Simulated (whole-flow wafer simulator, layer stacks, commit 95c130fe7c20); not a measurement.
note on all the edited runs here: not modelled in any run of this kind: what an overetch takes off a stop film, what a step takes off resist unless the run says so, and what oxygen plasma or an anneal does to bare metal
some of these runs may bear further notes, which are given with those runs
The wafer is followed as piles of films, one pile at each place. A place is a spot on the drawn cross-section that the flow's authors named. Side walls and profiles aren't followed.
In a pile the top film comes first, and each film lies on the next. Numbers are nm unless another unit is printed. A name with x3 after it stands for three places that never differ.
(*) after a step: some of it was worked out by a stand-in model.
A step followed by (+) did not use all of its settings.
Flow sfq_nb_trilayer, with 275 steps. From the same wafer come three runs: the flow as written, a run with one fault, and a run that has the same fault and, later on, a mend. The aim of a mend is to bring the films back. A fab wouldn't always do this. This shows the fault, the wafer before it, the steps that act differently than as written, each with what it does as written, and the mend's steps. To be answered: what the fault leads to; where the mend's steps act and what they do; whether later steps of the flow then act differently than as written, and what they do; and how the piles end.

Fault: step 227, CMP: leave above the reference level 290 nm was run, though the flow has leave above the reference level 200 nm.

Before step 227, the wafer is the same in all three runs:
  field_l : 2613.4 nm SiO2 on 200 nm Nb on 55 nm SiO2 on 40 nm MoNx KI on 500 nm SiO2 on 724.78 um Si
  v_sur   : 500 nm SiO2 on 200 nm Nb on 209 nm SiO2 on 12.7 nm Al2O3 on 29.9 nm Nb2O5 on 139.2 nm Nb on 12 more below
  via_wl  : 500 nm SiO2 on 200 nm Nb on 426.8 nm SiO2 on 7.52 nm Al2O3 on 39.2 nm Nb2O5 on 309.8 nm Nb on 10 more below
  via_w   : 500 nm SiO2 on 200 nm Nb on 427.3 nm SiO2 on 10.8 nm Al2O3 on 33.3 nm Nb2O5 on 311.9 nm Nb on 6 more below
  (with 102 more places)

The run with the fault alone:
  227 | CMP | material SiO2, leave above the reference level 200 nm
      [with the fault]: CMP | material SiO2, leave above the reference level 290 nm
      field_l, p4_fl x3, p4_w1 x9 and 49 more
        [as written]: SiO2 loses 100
        [with the fault]: SiO2 loses 10
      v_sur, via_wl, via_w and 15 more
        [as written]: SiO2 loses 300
        [with the fault]: SiO2 loses 210
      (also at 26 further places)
  Later steps of the flow acting differently than as written (4 other steps are not shown; they differ only slightly, by no more than 2% or 0.5 nm, whichever is larger):
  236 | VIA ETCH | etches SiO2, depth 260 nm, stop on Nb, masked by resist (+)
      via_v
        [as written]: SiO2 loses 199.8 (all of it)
        [with the fault]: SiO2 loses 260
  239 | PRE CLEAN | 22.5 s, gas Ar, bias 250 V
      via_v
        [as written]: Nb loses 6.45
        [with the fault]: SiO2 loses 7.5
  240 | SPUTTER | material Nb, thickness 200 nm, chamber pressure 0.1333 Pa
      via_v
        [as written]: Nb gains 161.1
        [with the fault]: Nb gains 146.9 (new film)
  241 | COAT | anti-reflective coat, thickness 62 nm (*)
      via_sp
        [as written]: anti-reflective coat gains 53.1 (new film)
        [with the fault]: anti-reflective coat gains 50 (new film)
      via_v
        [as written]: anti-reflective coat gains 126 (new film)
        [with the fault]: anti-reflective coat gains 129.5 (new film)
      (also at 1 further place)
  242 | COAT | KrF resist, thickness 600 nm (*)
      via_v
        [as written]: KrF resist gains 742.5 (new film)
        [with the fault]: KrF resist gains 801.5 (new film)
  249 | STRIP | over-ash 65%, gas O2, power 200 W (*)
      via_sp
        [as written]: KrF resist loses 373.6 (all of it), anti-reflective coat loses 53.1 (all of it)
        [with the fault]: KrF resist loses 369.5 (all of it), anti-reflective coat loses 50 (all of it)
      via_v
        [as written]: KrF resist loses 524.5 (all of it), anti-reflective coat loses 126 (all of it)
        [with the fault]: KrF resist loses 583.4 (all of it), anti-reflective coat loses 129.5 (all of it)
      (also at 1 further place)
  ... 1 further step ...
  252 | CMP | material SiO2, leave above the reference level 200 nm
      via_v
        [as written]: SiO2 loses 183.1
        [with the fault]: SiO2 loses 157.1
  By the end, the piles at field_l, v_sur, via_wl and 103 more depart from the flow's by more than 2% or 0.5 nm, whichever is larger.
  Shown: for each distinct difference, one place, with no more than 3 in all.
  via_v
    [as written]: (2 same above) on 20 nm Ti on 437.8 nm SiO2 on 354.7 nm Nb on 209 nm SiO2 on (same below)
    [with the fault]: (2 same above) on 20 nm Ti on 513.3 nm SiO2 on 146.9 nm Nb on 22.3 nm SiO2 on 200 nm Nb on 209 nm SiO2 on (same below)
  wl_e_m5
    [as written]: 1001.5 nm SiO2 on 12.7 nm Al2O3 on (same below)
    [with the fault]: 1091.5 nm SiO2 on 12.7 nm Al2O3 on (same below)
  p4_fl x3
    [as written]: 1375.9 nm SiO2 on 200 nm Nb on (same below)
    [with the fault]: 1465.9 nm SiO2 on 200 nm Nb on (same below)

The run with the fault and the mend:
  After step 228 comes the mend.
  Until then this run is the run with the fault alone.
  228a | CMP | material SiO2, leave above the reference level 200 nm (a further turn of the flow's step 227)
      field_l, v_sur, via_wl and 103 more
        SiO2 loses 90
  None of the later steps of the flow acts differently than as written at any place that is followed.
  The piles end the same as the flow's at every place that both follow.
